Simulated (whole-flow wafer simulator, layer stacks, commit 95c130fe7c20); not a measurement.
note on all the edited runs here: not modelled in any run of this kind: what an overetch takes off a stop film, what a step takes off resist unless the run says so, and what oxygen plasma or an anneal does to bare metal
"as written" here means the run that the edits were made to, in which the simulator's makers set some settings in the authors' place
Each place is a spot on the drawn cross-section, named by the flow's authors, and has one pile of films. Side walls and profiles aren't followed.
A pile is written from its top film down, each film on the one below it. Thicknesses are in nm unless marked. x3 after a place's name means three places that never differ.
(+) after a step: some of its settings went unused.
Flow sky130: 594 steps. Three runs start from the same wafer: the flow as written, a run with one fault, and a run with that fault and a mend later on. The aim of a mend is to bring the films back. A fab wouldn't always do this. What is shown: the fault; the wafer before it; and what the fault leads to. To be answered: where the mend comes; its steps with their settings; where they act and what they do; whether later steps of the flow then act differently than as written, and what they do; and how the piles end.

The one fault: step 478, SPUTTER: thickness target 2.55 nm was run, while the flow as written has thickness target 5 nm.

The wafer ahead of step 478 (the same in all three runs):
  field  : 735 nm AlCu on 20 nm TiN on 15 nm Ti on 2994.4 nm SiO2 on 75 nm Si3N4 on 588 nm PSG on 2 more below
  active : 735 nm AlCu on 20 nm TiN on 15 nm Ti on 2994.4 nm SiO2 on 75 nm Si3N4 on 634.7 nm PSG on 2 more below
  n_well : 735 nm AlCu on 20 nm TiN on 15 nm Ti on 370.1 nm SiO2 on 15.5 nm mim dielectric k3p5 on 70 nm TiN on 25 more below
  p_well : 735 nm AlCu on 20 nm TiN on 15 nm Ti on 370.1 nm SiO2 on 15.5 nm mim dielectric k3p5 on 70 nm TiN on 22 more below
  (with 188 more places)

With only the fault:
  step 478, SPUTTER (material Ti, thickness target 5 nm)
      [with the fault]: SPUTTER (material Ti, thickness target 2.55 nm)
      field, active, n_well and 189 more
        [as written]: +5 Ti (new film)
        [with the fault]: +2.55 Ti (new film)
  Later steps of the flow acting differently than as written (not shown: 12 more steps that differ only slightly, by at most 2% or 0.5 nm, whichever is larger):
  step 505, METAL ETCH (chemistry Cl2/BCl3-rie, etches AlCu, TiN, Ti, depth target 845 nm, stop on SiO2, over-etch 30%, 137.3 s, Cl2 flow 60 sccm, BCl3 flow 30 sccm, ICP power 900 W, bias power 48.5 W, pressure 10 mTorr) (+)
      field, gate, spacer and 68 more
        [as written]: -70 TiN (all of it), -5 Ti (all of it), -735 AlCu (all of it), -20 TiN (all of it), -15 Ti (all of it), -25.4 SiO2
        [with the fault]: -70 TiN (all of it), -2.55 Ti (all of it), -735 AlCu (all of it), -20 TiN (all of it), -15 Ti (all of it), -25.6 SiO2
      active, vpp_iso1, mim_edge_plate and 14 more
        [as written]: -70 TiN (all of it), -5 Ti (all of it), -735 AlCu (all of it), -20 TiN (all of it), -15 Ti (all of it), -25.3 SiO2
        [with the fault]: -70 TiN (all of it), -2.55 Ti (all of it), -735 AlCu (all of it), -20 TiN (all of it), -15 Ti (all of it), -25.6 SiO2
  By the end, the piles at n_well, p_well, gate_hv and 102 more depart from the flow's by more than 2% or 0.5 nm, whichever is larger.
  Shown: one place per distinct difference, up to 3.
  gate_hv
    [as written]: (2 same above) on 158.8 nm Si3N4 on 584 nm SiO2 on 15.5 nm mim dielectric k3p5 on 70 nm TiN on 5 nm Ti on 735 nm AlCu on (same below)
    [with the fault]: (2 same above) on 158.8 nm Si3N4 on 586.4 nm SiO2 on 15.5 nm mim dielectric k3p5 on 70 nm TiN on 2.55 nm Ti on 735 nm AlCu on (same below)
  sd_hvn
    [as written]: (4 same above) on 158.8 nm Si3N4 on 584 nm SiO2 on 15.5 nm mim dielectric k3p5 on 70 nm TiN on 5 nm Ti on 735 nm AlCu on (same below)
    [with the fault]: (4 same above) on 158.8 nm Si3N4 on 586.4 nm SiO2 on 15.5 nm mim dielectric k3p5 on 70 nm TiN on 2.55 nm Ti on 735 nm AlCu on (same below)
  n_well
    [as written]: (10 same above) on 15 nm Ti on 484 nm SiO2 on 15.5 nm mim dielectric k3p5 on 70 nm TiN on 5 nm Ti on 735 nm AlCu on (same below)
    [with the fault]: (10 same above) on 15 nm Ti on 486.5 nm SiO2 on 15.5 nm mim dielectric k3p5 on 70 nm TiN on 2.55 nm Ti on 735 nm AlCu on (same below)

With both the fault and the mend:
  The mend follows step 478.
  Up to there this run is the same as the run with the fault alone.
  step 478a, SPUTTER (material Ti, thickness target 2.45 nm) (a further turn of the flow's step 478, with different settings)
      field, active, n_well and 189 more
        +2.45 Ti
  None of the later steps of the flow acts differently than as written at any place that is followed.
  The piles end the same as the flow's at every place that both follow.
